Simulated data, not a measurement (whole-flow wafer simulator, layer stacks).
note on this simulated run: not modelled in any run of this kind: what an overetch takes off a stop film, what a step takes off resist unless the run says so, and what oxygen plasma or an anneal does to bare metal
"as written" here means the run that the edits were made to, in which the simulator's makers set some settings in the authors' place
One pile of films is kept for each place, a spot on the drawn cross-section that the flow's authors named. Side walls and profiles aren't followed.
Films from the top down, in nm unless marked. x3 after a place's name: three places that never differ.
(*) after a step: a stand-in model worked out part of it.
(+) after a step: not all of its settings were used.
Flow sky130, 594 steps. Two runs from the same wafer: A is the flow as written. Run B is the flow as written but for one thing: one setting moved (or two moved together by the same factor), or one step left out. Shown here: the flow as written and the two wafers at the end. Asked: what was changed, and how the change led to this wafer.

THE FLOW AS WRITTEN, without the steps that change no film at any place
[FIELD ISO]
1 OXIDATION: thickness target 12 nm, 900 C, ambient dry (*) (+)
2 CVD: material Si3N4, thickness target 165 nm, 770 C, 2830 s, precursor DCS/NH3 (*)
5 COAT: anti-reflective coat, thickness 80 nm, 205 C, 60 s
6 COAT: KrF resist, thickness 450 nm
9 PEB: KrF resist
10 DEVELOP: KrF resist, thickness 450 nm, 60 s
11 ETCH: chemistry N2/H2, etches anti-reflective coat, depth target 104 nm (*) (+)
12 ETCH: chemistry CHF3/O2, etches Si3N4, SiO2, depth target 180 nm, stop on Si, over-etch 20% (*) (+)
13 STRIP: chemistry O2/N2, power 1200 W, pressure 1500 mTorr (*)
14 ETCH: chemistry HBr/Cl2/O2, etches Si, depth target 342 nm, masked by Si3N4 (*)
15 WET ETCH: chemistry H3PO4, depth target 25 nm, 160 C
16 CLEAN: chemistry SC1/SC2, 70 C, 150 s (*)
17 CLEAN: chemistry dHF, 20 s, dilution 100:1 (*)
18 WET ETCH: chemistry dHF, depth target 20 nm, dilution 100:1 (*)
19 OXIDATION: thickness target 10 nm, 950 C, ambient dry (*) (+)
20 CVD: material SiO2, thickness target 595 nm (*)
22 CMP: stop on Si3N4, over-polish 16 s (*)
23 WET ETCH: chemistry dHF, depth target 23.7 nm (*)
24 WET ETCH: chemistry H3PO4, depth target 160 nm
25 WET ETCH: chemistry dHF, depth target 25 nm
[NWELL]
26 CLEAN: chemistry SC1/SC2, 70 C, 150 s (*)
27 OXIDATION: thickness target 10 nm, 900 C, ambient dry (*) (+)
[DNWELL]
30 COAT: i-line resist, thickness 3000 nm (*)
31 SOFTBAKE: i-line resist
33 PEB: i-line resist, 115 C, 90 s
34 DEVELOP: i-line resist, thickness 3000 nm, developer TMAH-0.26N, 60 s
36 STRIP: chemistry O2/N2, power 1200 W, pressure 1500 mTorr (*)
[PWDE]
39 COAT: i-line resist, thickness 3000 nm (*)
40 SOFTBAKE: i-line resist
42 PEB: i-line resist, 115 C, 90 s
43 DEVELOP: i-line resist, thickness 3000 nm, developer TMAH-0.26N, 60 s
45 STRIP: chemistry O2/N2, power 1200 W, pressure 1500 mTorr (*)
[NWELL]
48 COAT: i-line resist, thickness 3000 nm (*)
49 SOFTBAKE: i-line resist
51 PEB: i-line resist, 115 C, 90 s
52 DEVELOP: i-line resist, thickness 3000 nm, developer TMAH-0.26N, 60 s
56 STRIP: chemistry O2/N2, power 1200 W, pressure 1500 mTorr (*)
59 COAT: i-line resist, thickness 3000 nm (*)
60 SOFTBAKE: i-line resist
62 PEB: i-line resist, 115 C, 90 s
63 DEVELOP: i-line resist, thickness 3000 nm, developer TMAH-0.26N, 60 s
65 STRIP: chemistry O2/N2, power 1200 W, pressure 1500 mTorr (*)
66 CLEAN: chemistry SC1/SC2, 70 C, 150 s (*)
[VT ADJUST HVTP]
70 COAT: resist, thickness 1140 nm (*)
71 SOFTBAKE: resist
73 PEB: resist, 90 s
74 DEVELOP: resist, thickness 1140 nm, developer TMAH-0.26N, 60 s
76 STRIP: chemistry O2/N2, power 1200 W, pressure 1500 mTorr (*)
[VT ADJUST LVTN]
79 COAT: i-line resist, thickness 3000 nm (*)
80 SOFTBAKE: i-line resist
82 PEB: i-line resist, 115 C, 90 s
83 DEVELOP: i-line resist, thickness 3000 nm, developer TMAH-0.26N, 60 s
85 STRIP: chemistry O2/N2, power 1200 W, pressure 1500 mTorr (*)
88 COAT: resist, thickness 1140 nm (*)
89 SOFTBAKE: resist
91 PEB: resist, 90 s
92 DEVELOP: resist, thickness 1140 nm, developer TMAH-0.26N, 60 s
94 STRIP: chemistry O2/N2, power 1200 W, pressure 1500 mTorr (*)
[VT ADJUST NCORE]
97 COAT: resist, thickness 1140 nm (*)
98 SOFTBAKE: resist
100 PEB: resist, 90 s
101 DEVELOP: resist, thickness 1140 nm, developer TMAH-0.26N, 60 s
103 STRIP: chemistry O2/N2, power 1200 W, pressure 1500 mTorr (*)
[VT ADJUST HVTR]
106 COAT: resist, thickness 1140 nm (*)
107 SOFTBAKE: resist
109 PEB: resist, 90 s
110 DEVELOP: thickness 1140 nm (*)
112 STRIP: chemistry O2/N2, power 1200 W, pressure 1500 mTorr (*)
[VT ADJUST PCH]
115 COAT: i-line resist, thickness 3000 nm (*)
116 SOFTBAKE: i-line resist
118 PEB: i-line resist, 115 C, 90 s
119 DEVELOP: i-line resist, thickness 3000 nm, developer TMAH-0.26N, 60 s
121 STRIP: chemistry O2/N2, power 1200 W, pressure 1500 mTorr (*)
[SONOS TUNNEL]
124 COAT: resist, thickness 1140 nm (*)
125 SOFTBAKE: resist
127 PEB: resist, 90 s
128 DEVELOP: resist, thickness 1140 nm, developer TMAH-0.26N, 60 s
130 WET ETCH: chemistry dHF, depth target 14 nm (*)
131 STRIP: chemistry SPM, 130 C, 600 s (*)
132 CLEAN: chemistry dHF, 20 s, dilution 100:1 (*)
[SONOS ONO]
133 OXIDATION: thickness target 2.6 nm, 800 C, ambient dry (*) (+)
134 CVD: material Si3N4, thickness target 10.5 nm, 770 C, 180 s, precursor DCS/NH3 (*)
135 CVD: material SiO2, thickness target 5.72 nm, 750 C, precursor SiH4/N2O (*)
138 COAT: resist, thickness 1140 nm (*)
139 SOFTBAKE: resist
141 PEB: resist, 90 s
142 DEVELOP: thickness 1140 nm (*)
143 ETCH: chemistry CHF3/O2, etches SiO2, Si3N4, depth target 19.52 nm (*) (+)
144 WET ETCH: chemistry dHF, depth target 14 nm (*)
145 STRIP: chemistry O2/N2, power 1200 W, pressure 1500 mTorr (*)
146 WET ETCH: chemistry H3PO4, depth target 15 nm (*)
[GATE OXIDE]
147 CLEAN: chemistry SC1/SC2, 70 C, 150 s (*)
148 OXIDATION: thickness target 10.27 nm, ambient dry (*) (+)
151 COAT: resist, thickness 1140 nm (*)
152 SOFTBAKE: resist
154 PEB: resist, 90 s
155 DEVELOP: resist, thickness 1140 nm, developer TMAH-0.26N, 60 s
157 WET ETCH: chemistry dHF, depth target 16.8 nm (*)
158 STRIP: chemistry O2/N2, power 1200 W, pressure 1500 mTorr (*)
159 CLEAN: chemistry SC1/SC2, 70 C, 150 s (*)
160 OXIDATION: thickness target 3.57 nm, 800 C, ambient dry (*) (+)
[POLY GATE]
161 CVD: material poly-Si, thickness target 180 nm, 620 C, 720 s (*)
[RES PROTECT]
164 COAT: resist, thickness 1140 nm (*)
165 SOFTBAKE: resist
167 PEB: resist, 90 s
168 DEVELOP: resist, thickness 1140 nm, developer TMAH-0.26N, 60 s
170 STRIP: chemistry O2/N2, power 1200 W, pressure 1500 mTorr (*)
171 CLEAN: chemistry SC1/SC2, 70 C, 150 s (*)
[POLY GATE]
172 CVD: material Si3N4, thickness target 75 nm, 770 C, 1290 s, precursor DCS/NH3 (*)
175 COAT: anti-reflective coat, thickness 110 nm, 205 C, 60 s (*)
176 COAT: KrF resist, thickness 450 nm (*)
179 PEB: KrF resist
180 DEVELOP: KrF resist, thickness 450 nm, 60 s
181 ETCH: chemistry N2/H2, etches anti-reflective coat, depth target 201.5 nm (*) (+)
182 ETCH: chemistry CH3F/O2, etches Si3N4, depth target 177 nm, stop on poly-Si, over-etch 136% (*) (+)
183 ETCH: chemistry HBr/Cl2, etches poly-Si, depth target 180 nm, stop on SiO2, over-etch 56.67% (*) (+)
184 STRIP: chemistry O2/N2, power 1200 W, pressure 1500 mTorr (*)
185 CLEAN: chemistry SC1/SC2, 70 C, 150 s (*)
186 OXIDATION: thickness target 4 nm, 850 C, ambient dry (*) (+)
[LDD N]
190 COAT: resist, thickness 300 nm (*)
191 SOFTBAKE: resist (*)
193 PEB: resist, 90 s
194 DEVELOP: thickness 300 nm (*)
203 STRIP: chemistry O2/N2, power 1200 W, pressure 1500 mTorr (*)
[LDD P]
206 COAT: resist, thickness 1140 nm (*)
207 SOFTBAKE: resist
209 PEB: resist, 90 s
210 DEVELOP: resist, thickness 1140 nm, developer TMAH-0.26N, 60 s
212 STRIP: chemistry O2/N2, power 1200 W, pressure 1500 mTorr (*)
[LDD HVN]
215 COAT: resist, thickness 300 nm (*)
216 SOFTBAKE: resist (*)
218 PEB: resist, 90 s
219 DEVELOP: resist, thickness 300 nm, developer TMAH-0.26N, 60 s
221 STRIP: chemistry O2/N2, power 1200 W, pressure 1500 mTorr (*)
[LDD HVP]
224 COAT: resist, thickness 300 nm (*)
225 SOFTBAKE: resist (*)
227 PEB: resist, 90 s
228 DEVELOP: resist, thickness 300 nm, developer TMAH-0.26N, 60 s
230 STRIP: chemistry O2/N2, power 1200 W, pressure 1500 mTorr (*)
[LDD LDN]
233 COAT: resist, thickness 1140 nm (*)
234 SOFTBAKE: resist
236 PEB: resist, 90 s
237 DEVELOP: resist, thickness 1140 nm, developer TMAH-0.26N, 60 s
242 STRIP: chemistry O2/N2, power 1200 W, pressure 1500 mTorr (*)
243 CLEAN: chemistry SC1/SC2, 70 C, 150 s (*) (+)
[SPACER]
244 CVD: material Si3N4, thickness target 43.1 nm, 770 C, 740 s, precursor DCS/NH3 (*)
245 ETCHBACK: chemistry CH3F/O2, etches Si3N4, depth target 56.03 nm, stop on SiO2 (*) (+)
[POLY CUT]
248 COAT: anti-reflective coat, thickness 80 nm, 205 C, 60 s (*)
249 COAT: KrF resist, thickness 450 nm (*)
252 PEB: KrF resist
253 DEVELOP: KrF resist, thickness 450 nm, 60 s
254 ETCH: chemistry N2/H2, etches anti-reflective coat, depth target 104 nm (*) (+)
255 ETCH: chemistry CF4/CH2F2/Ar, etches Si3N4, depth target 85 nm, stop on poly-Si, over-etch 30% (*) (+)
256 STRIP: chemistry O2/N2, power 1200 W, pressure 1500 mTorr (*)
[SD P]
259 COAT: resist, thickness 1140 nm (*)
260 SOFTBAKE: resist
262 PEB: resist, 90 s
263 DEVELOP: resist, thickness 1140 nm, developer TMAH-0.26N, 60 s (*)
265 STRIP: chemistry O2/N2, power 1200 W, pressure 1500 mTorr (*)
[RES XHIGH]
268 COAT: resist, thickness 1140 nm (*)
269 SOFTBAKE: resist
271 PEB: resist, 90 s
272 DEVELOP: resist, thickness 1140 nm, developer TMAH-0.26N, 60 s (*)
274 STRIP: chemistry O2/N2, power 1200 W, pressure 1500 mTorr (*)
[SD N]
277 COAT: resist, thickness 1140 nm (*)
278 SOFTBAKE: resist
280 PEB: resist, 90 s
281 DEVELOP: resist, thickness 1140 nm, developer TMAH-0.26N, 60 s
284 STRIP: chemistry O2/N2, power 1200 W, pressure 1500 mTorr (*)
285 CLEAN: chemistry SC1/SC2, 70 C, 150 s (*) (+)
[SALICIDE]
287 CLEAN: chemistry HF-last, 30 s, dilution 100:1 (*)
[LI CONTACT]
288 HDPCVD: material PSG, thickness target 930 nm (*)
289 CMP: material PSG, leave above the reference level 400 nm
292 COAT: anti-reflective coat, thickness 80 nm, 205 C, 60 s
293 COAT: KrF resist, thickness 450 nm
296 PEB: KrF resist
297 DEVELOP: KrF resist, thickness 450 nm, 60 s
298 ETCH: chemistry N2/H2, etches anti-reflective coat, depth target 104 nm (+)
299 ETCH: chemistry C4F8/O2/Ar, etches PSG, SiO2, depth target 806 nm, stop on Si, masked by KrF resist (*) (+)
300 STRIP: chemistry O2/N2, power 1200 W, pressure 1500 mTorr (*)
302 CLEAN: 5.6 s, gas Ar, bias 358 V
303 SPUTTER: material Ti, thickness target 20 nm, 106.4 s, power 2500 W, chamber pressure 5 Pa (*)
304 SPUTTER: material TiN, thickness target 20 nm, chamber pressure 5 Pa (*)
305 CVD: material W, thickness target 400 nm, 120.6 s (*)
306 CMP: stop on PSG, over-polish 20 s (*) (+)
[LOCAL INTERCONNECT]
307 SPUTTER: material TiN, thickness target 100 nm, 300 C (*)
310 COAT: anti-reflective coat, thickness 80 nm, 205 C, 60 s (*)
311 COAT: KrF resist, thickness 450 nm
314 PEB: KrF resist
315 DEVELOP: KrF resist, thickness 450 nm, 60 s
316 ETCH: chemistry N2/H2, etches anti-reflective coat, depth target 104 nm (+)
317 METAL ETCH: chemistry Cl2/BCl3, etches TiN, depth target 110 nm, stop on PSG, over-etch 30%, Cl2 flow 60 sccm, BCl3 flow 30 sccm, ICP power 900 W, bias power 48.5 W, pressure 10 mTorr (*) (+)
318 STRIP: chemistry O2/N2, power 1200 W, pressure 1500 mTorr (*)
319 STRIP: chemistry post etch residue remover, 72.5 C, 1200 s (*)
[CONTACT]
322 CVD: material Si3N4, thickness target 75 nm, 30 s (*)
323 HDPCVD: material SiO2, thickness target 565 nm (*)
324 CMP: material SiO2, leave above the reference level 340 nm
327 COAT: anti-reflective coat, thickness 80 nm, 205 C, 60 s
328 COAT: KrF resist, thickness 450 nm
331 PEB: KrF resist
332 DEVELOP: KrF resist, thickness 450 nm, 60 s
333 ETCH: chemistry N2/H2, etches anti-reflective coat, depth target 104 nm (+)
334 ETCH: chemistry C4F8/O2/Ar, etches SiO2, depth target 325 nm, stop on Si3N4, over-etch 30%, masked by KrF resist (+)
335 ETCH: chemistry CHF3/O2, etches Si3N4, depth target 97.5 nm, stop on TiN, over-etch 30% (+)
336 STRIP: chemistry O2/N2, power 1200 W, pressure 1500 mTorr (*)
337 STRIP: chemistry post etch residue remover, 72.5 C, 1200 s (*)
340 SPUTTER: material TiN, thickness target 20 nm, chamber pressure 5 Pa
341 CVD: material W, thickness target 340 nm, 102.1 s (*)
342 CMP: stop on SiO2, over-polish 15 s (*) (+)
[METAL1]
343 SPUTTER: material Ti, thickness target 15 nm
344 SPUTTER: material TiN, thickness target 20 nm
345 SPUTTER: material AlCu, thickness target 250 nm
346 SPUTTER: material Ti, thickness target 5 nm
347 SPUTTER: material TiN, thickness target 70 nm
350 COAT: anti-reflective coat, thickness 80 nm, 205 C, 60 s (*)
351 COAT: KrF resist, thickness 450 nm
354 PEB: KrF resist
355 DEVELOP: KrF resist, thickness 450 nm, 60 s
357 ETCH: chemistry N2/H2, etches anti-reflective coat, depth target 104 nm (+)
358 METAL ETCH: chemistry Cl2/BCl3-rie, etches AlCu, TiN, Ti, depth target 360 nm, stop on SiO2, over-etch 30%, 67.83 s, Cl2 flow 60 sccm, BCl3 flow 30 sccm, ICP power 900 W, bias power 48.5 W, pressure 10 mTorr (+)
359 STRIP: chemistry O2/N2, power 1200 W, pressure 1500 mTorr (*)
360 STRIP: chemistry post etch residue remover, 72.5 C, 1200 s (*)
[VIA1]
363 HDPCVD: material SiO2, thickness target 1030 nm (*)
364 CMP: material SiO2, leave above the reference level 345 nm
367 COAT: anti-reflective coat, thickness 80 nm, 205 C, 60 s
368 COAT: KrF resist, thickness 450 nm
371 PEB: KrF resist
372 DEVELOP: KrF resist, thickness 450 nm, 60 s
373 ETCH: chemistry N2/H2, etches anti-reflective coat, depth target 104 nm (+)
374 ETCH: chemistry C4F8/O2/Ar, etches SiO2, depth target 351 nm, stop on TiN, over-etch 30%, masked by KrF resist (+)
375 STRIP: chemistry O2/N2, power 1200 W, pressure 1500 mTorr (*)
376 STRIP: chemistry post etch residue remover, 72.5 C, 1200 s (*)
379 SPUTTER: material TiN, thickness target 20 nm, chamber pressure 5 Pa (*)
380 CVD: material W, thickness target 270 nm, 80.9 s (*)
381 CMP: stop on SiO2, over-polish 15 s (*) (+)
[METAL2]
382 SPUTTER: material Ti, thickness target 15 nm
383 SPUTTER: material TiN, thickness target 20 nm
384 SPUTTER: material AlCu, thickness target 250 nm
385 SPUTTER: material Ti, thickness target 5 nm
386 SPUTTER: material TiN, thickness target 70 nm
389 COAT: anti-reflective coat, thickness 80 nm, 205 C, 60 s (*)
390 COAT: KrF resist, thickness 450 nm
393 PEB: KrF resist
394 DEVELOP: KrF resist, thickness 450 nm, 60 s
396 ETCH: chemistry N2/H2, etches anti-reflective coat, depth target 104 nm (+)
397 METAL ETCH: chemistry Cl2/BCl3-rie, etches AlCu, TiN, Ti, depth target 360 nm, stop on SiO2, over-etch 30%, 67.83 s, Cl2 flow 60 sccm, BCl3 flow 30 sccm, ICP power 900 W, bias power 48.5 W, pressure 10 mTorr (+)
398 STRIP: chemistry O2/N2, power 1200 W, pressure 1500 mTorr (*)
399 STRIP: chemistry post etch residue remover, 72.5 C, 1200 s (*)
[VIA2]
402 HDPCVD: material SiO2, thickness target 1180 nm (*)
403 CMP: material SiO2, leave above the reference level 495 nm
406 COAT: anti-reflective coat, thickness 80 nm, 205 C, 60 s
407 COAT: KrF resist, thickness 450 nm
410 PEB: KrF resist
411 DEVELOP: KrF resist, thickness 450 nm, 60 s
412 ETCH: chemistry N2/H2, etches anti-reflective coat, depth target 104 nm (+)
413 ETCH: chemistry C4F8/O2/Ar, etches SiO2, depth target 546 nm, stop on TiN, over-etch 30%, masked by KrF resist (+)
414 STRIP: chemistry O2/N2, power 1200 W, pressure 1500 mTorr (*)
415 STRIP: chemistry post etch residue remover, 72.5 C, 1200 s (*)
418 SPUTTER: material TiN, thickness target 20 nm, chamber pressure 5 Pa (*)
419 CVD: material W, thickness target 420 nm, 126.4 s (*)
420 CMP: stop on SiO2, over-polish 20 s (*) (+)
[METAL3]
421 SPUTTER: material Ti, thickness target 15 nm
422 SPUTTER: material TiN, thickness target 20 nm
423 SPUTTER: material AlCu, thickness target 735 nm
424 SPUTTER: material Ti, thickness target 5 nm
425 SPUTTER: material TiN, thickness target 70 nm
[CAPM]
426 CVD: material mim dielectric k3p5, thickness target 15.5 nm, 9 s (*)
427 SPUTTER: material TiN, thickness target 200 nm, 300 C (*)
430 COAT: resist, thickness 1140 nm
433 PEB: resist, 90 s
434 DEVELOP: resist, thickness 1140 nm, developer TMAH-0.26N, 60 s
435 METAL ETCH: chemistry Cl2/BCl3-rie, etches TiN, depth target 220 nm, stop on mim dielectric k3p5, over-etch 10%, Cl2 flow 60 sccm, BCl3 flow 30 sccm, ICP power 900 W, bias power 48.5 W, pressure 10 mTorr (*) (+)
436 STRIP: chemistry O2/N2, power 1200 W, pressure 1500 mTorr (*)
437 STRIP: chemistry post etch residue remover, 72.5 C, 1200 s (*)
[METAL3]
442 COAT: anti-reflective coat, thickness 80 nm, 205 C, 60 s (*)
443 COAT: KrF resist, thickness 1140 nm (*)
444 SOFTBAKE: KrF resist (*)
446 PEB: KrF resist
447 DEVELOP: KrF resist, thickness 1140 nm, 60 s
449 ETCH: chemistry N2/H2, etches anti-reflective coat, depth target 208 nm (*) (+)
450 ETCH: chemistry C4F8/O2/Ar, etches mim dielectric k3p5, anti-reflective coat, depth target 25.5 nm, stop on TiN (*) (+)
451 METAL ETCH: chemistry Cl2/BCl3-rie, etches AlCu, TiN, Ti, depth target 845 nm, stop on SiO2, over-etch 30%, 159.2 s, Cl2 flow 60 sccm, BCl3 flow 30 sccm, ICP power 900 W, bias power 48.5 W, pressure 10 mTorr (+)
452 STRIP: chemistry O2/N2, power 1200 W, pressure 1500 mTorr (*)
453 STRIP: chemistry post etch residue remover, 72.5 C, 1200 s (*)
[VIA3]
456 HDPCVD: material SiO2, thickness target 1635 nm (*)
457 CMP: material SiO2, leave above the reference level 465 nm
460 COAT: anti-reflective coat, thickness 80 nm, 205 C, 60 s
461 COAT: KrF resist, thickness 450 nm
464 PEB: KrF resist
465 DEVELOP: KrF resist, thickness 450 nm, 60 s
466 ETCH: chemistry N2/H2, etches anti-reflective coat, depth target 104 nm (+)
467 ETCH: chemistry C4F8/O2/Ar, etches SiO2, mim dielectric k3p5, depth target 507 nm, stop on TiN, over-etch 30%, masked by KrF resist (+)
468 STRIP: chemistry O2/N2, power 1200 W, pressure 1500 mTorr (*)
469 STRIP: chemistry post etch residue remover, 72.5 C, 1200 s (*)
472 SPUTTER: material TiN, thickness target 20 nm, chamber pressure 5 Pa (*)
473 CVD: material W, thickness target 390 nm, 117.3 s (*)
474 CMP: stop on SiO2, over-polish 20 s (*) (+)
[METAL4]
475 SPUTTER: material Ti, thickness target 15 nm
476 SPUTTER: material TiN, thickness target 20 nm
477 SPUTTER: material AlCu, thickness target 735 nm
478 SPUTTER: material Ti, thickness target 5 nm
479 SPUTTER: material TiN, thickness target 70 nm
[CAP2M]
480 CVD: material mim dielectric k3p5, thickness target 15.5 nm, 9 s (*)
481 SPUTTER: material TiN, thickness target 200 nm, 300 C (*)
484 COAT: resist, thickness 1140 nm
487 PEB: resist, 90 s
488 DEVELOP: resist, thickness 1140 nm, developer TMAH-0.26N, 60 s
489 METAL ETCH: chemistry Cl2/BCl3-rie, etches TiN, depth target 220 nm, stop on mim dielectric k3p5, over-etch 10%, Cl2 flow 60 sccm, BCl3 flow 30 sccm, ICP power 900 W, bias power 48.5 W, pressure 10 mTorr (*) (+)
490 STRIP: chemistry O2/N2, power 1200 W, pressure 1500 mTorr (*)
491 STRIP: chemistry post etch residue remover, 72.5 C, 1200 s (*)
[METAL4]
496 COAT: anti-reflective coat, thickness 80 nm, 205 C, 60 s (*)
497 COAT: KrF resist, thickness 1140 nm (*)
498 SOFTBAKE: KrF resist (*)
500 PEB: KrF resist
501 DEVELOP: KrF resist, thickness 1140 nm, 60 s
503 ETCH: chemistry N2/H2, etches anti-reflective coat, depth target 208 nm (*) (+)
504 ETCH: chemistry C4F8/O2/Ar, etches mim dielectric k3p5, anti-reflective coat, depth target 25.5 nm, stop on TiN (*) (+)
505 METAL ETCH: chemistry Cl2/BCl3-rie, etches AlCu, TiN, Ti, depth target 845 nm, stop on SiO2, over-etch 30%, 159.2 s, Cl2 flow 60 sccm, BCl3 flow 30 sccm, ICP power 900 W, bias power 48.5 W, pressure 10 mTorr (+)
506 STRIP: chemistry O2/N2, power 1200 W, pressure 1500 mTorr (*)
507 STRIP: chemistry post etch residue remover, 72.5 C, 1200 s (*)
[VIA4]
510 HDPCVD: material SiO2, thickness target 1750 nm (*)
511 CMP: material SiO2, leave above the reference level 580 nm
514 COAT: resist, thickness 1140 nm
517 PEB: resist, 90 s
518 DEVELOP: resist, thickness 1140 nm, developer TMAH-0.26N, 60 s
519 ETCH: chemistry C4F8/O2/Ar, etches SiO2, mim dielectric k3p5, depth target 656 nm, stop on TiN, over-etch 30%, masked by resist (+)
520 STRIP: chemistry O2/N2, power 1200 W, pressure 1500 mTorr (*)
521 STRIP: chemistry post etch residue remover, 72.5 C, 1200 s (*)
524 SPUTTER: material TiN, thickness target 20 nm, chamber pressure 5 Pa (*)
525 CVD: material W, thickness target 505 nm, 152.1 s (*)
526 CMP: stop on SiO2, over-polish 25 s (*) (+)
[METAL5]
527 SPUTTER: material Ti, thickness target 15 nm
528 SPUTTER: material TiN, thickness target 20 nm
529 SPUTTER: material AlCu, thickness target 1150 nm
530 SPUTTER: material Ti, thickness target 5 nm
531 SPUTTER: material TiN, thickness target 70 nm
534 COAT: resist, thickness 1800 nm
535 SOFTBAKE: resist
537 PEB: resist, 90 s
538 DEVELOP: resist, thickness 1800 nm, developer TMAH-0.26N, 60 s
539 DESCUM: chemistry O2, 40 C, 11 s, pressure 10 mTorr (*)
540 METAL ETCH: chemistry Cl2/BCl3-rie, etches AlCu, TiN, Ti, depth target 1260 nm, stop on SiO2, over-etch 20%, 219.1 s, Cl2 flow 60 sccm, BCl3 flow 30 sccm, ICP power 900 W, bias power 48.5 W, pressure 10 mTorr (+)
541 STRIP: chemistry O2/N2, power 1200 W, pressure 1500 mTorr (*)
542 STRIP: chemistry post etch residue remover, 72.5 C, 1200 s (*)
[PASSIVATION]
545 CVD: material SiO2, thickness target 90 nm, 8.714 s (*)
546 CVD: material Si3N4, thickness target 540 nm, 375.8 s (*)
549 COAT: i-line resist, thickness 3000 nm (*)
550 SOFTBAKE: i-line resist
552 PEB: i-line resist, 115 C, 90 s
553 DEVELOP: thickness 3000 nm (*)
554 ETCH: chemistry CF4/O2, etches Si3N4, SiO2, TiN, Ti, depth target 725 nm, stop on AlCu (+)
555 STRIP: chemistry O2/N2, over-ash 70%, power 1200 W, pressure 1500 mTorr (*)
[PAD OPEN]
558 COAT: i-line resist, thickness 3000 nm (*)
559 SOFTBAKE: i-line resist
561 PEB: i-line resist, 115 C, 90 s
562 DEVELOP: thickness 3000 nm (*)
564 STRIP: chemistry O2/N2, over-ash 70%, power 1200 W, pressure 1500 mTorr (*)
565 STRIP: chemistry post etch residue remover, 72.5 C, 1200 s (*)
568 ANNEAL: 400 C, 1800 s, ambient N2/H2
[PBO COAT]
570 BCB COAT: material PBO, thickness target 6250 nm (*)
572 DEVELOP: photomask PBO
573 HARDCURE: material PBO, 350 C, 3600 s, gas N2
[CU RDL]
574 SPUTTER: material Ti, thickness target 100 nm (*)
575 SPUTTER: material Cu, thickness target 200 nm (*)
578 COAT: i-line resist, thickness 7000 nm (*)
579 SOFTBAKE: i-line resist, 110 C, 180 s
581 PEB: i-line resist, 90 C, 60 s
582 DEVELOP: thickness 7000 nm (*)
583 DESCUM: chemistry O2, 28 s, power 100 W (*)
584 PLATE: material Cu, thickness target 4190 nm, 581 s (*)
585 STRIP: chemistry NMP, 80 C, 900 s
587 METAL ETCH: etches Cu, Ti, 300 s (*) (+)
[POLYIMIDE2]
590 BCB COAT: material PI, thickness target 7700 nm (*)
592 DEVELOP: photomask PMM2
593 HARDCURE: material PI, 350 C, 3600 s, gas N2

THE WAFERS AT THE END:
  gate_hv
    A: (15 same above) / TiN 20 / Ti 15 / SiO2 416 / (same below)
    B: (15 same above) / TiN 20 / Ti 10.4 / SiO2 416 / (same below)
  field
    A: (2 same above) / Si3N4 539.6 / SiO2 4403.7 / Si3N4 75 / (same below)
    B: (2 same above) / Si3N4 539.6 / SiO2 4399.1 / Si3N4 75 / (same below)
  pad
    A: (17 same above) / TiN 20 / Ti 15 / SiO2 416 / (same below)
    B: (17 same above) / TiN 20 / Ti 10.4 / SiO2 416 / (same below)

The cause: step 421, SPUTTER: thickness target 10.4 nm was run, where the flow has thickness target 15 nm.
It can be read off the wafer: gate_hv has Ti 10.4, and step 421 as written asks for 15 nm.

How the change led to this, step by step:
  421 SPUTTER: material Ti, thickness target 15 nm
      field, active, n_well and 188 more: A Ti +15 (new film) | B Ti +10.4 (new film)
  451 METAL ETCH: chemistry Cl2/BCl3-rie, etches AlCu, TiN, Ti, depth target 845 nm, stop on SiO2, over-etch 30%, 159.2 s, Cl2 flow 60 sccm, BCl3 flow 30 sccm, ICP power 900 W, bias power 48.5 W, pressure 10 mTorr (+)
      field, active, gate and 69 more: A TiN -70 (all of it), Ti -5 (all of it), AlCu -735 (all of it), TiN -20 (all of it), Ti -15 (all of it), SiO2 -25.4 | B TiN -70 (all of it), Ti -5 (all of it), AlCu -735 (all of it), TiN -20 (all of it), Ti -10.4 (all of it), SiO2 -25.8
      vpp_ln, vpp_iso2, ndiff_ln and 10 more: A TiN -70 (all of it), Ti -5 (all of it), AlCu -735 (all of it), TiN -20 (all of it), Ti -15 (all of it), SiO2 -25.3 | B TiN -70 (all of it), Ti -5 (all of it), AlCu -735 (all of it), TiN -20 (all of it), Ti -10.4 (all of it), SiO2 -25.8
